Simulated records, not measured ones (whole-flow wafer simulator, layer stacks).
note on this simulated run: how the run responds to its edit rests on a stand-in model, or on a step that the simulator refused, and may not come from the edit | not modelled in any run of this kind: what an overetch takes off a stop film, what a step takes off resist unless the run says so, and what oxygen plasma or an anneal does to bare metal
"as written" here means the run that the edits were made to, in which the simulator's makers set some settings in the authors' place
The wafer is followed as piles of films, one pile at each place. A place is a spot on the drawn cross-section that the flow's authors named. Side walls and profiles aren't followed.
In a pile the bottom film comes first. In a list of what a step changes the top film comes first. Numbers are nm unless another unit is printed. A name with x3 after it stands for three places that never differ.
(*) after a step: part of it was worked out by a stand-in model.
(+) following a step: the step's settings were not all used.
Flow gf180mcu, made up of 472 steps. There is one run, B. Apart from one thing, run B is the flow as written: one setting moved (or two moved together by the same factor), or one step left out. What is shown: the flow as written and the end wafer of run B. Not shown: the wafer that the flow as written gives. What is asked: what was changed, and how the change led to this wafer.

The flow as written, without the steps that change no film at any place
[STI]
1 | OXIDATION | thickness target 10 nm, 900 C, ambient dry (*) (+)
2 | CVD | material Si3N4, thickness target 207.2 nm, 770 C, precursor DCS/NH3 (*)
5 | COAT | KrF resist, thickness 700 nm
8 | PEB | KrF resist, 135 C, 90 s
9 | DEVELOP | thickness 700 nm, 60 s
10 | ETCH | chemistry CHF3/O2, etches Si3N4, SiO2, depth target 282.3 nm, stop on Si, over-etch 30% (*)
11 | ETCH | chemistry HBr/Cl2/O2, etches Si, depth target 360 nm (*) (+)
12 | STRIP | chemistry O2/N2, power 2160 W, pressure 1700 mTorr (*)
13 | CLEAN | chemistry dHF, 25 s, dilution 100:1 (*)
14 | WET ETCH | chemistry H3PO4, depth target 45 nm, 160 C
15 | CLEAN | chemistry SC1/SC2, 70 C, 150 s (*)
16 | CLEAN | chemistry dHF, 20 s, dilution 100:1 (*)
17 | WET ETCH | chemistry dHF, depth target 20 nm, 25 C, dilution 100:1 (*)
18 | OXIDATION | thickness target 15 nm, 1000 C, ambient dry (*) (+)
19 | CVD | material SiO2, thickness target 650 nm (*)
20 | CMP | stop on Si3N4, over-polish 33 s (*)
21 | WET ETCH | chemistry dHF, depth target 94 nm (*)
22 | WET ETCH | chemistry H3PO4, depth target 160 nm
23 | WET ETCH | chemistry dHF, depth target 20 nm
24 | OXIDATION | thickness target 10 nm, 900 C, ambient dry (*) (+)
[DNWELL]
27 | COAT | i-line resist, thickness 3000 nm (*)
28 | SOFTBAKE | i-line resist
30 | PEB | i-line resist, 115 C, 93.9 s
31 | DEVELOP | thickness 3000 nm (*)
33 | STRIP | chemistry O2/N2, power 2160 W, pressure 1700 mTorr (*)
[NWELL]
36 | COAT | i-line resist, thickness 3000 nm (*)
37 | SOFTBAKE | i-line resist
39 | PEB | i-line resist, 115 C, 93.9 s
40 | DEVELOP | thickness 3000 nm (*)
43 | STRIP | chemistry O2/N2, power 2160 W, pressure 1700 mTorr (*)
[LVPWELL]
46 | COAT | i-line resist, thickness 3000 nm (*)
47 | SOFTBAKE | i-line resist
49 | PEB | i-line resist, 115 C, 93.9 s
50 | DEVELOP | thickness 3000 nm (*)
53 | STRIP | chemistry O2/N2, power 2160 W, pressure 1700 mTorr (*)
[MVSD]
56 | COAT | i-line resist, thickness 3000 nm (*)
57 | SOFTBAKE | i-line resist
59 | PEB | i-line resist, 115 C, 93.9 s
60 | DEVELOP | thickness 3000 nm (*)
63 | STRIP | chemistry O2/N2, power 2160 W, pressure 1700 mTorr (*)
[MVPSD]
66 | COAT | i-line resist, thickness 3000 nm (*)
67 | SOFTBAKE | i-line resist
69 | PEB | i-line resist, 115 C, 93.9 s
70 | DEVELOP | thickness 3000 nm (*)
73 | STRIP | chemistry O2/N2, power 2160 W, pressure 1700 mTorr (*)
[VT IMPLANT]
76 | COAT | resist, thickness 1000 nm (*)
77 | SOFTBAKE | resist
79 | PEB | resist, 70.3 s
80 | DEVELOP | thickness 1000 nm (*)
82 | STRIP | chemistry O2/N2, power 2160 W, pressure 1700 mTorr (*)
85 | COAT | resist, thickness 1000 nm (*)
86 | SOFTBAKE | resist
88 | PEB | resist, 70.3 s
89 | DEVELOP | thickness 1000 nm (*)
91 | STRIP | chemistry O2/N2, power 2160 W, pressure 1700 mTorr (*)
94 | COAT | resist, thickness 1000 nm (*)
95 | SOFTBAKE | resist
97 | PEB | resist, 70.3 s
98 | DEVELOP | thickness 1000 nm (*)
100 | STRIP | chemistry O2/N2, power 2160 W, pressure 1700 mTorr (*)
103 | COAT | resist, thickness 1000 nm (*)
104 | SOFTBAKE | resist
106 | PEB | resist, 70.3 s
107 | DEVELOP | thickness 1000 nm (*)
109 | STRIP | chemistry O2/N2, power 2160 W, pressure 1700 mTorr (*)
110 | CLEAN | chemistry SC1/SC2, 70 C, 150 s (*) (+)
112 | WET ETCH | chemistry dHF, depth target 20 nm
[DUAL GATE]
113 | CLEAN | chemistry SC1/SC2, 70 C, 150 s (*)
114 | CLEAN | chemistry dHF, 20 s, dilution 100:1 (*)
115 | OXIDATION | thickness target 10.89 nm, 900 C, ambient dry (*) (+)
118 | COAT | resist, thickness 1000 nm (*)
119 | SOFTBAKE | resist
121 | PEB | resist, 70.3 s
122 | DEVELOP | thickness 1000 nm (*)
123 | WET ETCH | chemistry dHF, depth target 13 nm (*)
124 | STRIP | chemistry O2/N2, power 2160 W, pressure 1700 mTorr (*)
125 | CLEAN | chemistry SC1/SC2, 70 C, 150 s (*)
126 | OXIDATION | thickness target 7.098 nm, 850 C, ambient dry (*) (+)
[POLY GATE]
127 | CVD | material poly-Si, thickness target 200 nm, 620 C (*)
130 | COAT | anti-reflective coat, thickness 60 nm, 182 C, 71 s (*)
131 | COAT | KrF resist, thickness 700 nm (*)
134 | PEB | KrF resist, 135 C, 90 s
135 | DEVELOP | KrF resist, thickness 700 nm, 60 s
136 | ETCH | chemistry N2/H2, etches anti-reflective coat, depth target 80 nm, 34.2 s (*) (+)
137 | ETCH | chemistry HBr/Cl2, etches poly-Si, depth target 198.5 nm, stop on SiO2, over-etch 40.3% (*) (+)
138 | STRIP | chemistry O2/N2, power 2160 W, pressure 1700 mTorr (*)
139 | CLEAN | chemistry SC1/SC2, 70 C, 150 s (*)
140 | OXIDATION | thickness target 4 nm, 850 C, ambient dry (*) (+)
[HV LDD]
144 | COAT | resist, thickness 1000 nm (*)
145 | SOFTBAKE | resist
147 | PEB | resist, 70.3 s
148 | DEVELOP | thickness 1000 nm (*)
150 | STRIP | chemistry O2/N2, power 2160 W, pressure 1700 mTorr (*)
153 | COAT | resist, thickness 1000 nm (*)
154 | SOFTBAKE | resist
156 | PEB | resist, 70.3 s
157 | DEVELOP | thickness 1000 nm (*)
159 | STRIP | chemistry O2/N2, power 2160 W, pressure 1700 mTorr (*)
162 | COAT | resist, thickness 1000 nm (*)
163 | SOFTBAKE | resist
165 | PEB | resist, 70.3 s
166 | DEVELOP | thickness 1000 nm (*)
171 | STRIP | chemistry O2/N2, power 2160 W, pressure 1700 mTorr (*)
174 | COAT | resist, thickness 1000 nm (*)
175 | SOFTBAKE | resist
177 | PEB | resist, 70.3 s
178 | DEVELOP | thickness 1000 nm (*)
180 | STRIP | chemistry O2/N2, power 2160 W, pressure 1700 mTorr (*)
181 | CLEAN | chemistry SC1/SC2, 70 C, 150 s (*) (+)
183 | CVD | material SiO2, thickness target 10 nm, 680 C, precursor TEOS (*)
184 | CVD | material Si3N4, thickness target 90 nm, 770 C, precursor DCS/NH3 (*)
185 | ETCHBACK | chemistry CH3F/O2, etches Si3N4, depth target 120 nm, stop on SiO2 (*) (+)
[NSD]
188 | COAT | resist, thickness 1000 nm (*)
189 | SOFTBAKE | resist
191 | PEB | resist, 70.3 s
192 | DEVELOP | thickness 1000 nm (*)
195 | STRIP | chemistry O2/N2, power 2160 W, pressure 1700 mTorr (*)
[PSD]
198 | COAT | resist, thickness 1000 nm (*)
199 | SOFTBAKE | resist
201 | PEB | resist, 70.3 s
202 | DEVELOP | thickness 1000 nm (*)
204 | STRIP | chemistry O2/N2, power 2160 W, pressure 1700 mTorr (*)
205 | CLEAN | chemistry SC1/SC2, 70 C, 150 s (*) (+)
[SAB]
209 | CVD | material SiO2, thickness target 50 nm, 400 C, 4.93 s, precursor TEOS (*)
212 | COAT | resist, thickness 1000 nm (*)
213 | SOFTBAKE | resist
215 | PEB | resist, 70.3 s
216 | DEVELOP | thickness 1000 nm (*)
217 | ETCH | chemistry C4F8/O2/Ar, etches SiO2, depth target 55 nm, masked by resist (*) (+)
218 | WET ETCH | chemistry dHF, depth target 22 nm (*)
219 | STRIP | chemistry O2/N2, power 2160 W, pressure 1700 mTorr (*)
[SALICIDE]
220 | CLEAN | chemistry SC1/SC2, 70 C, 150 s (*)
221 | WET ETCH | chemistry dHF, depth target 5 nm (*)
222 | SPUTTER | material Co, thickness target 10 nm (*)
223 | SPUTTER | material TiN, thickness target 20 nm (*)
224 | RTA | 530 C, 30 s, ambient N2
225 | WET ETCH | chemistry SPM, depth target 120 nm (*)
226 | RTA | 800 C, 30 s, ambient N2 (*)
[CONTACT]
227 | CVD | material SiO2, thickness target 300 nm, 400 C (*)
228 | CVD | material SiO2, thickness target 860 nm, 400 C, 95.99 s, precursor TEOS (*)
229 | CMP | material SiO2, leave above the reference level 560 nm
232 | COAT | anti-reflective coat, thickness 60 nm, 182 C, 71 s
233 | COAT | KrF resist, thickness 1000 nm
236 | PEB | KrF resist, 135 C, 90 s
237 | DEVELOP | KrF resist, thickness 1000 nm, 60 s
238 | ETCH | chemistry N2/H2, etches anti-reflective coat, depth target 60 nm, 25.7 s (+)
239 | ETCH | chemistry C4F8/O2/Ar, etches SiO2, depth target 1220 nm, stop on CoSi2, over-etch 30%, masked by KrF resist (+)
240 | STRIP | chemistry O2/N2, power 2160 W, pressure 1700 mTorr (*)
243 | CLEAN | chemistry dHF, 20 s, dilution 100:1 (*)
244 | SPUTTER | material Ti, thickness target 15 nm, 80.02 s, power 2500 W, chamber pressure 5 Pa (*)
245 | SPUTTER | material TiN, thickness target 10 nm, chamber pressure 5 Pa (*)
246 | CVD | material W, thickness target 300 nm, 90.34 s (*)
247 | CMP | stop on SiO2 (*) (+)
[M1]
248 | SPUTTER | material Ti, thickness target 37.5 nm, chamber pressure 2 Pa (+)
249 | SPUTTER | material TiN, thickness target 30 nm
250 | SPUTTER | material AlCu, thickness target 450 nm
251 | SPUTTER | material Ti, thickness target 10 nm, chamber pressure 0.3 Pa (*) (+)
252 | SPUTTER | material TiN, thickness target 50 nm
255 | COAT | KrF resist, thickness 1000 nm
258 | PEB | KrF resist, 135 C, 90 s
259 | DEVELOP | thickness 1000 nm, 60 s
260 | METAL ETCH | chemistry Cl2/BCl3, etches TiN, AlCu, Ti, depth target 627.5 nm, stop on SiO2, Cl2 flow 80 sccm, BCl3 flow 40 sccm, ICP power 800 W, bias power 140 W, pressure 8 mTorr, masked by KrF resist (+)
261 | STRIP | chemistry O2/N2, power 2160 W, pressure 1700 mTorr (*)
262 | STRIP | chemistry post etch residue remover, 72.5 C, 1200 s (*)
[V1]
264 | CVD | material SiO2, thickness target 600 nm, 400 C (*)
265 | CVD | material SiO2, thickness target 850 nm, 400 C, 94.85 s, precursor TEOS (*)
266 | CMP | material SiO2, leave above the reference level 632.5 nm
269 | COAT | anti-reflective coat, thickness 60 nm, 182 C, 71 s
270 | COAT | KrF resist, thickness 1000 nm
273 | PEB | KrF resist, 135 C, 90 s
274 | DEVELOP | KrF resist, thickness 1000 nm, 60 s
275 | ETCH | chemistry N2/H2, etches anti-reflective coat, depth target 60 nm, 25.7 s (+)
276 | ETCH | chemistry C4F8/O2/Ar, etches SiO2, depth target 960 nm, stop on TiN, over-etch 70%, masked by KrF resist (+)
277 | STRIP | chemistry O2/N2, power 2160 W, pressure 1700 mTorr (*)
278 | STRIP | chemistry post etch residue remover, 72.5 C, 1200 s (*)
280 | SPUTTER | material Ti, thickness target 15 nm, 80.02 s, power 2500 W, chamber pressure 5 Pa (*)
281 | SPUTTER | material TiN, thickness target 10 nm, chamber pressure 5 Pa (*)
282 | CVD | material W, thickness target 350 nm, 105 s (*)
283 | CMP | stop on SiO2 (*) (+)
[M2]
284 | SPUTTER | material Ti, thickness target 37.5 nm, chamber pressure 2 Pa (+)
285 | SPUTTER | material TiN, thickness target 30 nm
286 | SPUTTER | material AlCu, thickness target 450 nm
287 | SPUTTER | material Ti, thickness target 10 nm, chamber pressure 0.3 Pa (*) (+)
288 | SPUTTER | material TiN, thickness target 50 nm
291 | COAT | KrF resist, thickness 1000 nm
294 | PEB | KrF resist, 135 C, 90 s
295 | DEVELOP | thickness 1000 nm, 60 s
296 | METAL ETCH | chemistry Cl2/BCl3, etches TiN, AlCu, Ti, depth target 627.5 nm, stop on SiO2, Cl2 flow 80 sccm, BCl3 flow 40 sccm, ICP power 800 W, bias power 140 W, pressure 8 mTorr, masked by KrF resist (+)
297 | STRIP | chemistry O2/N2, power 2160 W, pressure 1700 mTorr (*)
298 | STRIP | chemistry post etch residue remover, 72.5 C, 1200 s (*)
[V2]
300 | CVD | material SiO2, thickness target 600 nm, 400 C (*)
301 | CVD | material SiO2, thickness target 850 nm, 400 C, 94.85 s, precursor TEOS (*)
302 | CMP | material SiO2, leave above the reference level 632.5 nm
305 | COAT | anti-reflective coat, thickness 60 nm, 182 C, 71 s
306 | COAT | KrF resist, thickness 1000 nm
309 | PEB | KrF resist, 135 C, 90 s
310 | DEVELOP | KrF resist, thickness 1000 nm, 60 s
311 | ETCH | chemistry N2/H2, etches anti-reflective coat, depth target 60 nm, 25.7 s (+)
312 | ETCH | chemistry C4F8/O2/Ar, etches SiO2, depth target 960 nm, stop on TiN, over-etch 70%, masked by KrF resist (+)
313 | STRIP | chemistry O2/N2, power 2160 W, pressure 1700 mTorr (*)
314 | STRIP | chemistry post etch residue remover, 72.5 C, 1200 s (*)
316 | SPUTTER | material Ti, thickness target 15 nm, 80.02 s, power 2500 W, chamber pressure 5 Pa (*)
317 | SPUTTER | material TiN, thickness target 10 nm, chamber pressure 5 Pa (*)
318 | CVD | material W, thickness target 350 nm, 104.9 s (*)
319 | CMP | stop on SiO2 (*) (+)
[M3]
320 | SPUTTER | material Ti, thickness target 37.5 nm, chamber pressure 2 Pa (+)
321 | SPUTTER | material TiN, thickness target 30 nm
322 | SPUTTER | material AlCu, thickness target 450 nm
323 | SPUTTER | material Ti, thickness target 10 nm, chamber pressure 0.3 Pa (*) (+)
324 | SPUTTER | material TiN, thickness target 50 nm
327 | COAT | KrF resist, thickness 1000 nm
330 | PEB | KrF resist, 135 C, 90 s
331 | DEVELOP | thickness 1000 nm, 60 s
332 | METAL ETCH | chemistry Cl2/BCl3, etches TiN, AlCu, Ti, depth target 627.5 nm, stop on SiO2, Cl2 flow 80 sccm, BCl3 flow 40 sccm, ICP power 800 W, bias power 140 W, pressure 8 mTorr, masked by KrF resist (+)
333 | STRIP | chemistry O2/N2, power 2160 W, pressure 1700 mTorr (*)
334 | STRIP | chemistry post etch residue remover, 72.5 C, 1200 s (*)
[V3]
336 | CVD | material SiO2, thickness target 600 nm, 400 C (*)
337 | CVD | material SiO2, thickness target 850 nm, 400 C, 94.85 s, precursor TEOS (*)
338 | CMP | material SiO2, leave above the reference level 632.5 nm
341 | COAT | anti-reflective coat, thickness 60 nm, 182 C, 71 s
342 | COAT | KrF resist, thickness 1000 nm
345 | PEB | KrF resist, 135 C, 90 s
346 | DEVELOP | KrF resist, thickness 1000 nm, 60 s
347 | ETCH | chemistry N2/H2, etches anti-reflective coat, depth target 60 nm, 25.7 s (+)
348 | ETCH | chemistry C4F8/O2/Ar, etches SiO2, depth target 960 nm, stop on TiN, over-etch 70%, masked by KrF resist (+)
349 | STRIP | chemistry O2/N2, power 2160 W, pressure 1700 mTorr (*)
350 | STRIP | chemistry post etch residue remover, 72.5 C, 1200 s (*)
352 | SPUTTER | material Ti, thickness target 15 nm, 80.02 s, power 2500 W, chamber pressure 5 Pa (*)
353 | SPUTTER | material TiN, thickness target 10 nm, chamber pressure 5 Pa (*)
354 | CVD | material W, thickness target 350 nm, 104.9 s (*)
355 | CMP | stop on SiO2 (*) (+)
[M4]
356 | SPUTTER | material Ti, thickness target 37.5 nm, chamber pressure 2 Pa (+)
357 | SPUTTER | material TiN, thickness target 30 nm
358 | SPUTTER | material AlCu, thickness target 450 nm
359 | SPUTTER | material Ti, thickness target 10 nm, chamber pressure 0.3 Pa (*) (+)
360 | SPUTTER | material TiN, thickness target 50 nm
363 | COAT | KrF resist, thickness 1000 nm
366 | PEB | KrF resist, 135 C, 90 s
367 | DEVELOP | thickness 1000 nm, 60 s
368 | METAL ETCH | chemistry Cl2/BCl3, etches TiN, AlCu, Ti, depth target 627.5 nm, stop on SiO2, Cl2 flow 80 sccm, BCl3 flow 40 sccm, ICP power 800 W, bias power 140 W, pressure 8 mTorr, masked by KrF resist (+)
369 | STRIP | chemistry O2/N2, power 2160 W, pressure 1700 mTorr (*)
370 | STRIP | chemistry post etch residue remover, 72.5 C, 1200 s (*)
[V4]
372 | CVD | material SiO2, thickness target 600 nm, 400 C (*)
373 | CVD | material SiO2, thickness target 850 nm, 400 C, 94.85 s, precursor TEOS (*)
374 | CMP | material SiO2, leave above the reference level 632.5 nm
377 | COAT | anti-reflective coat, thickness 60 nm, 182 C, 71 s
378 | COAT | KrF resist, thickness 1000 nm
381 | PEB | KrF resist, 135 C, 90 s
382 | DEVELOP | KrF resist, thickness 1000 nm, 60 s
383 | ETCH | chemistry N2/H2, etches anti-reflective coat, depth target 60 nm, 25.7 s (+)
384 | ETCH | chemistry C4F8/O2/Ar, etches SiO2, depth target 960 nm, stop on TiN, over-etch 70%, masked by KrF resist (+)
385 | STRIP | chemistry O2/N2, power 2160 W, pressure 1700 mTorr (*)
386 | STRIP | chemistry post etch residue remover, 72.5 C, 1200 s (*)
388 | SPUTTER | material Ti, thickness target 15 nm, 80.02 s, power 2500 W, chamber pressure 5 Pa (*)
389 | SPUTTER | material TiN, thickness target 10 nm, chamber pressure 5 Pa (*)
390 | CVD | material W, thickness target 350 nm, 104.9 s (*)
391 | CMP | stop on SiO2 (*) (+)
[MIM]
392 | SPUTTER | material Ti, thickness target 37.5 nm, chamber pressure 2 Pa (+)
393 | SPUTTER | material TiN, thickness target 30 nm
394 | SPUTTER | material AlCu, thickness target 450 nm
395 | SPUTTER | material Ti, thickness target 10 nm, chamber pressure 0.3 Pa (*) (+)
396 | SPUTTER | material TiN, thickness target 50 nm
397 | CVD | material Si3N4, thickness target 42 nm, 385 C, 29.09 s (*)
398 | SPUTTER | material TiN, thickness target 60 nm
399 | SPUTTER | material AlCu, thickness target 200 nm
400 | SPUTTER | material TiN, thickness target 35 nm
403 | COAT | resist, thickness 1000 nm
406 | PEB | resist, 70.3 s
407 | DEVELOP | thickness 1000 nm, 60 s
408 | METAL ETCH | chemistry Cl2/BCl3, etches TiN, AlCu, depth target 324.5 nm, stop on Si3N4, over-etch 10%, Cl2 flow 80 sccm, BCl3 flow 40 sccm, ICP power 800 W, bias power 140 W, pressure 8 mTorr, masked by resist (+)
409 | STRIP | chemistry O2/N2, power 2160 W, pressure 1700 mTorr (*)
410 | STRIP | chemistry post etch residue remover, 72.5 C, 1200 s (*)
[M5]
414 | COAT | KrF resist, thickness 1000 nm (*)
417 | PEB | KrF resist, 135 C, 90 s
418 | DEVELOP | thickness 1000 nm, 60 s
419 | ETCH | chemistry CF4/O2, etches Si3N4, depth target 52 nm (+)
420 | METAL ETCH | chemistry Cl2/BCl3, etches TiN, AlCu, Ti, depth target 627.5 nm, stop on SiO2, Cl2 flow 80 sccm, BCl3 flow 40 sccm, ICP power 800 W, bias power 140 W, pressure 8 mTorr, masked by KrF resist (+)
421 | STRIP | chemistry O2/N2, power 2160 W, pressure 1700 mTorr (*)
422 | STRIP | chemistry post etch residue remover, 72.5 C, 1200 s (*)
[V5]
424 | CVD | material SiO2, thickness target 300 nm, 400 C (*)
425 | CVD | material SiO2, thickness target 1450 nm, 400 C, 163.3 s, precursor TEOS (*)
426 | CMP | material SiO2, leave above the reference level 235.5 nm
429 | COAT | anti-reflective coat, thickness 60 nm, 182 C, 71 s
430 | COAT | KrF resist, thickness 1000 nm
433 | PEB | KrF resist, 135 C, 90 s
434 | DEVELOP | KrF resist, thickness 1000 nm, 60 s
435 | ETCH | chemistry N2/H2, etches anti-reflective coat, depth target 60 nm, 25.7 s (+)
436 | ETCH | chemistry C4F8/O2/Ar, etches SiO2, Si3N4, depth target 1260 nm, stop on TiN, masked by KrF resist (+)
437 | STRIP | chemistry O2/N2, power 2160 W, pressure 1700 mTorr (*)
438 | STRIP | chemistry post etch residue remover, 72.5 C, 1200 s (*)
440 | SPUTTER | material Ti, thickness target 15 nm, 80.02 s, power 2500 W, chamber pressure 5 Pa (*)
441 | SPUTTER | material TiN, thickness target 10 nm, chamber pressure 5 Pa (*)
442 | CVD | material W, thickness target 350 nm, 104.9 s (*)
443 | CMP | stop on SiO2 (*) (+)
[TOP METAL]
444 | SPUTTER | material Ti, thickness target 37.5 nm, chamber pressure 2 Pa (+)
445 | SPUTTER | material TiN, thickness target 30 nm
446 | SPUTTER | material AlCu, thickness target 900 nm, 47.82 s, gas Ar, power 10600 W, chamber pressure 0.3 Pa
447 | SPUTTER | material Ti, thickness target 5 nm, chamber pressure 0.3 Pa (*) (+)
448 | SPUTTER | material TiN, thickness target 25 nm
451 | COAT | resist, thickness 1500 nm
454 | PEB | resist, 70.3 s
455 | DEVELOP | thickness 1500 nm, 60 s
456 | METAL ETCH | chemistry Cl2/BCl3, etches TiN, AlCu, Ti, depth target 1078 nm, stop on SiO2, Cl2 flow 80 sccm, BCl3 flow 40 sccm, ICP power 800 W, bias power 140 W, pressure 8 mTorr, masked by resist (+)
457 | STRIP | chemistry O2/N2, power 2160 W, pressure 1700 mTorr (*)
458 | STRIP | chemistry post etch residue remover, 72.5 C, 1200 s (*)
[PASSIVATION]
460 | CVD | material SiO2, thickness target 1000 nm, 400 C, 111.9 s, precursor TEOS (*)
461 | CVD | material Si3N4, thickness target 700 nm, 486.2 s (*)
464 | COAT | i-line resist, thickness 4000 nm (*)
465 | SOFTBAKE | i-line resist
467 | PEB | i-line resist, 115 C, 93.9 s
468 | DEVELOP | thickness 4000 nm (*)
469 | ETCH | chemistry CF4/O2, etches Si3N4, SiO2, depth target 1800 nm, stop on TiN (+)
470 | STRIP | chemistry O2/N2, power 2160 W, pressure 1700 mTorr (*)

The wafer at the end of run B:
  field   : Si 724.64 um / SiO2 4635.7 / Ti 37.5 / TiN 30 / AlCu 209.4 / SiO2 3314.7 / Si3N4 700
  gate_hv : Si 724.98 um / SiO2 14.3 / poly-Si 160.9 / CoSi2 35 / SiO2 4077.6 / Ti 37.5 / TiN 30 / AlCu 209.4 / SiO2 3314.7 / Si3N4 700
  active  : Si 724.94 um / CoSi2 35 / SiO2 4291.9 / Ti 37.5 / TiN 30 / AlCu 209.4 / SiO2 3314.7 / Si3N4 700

Cause: step 368, METAL ETCH: depth target 294.9 nm was run, though the flow has depth target 627.5 nm.

How this came from the change, step by step:
  368 | METAL ETCH | chemistry Cl2/BCl3, etches TiN, AlCu, Ti, depth target 627.5 nm, stop on SiO2, Cl2 flow 80 sccm, BCl3 flow 40 sccm, ICP power 800 W, bias power 140 W, pressure 8 mTorr, masked by KrF resist (+)
      field, field__w1, field__w2 and 103 more: TiN loses 50 (all of it), Ti loses 10 (all of it), AlCu loses 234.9 (as written it would have been: TiN loses 50 (all of it), Ti loses 10 (all of it), AlCu loses 450 (all of it), TiN loses 30 (all of it), Ti loses 37.5 (all of it))
      field__w8, contact, m1, m1__w1, m1_nw: KrF resist loses 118 (as written it would have been: KrF resist loses 251)
  369 | STRIP | chemistry O2/N2, power 2160 W, pressure 1700 mTorr (*)
      field__w8, contact, m1, m1__w1, m1_nw: KrF resist loses 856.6 (all of it) (as written it would have been: KrF resist loses 723.5 (all of it))
  370 | STRIP | chemistry post etch residue remover, 72.5 C, 1200 s (*)
      field, field__w1, field__w2 and 103 more: AlCu loses 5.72 (as written it would have been: nothing)
  372 | CVD | material SiO2, thickness target 600 nm, 400 C (*)
      field, field__w1, field__w2 and 103 more: SiO2 gains 600 (new film) (as written it would have been: SiO2 gains 600)
  374 | CMP | material SiO2, leave above the reference level 632.5 nm
      field, field__w1, field__w2 and 103 more: SiO2 loses 576.9 (as written it would have been: SiO2 loses 300)
Taking metal films that touch as one body, field has 1 body; the flow as written gives 0 bodies.
Taking metal films that touch as one body, gate_hv has 2 bodies (between them, from the top down: SiO2 4077.6); the flow as written gives 1 body.
Taking metal films that touch as one body, active has 2 bodies (between them, from the top down: SiO2 4291.9); the flow as written gives 1 body.
